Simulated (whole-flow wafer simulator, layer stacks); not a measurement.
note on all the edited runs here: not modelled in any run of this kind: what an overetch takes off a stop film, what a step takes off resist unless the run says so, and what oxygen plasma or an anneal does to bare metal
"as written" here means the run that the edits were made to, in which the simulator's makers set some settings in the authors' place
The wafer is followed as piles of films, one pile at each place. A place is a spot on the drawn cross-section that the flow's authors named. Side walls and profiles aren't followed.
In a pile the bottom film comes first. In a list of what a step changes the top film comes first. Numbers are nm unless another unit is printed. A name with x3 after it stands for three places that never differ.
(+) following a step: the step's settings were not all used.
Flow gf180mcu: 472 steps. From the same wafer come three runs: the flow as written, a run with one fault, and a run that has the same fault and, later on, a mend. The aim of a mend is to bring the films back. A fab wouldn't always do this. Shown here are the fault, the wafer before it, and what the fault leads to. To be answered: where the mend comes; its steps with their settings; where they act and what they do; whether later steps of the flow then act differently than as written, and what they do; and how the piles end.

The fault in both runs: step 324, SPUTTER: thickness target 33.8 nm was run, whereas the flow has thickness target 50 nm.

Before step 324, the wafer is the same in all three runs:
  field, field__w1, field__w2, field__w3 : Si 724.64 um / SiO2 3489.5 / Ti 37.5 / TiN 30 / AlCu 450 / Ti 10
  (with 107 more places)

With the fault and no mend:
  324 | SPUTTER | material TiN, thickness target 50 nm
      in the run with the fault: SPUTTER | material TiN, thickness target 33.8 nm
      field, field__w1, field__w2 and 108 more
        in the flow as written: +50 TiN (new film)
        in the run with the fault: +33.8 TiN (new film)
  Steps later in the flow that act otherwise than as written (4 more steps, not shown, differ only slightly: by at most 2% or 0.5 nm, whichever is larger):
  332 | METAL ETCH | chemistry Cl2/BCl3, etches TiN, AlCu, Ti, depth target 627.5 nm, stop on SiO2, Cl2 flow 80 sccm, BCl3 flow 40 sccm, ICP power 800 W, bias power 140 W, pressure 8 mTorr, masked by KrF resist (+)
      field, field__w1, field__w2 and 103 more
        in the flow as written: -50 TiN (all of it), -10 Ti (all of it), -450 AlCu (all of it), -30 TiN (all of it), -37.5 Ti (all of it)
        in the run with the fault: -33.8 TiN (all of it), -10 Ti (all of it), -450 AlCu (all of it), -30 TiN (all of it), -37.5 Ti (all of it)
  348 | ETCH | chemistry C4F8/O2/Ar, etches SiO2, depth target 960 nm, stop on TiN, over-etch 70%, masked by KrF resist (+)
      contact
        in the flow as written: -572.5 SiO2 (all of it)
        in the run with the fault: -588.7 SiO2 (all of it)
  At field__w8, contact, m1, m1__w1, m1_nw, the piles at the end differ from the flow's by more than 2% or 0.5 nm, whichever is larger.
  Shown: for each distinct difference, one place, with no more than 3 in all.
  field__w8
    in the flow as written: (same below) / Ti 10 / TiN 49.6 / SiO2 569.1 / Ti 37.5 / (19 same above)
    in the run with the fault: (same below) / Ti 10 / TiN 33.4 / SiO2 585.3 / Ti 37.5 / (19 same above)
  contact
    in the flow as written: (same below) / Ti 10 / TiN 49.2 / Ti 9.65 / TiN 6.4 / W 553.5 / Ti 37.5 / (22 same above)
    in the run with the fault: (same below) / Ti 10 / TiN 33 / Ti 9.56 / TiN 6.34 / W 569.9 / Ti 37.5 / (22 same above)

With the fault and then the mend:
  The mend stands after step 324.
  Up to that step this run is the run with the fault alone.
  324a | SPUTTER | material TiN, thickness target 16.2 nm (a further turn of the flow's step 324, with different settings)
      field, field__w1, field__w2 and 108 more
        +16.2 TiN
  None of the later steps of the flow acts differently than as written at any place that is followed.
  The piles end the same as the flow's at every place that both follow.
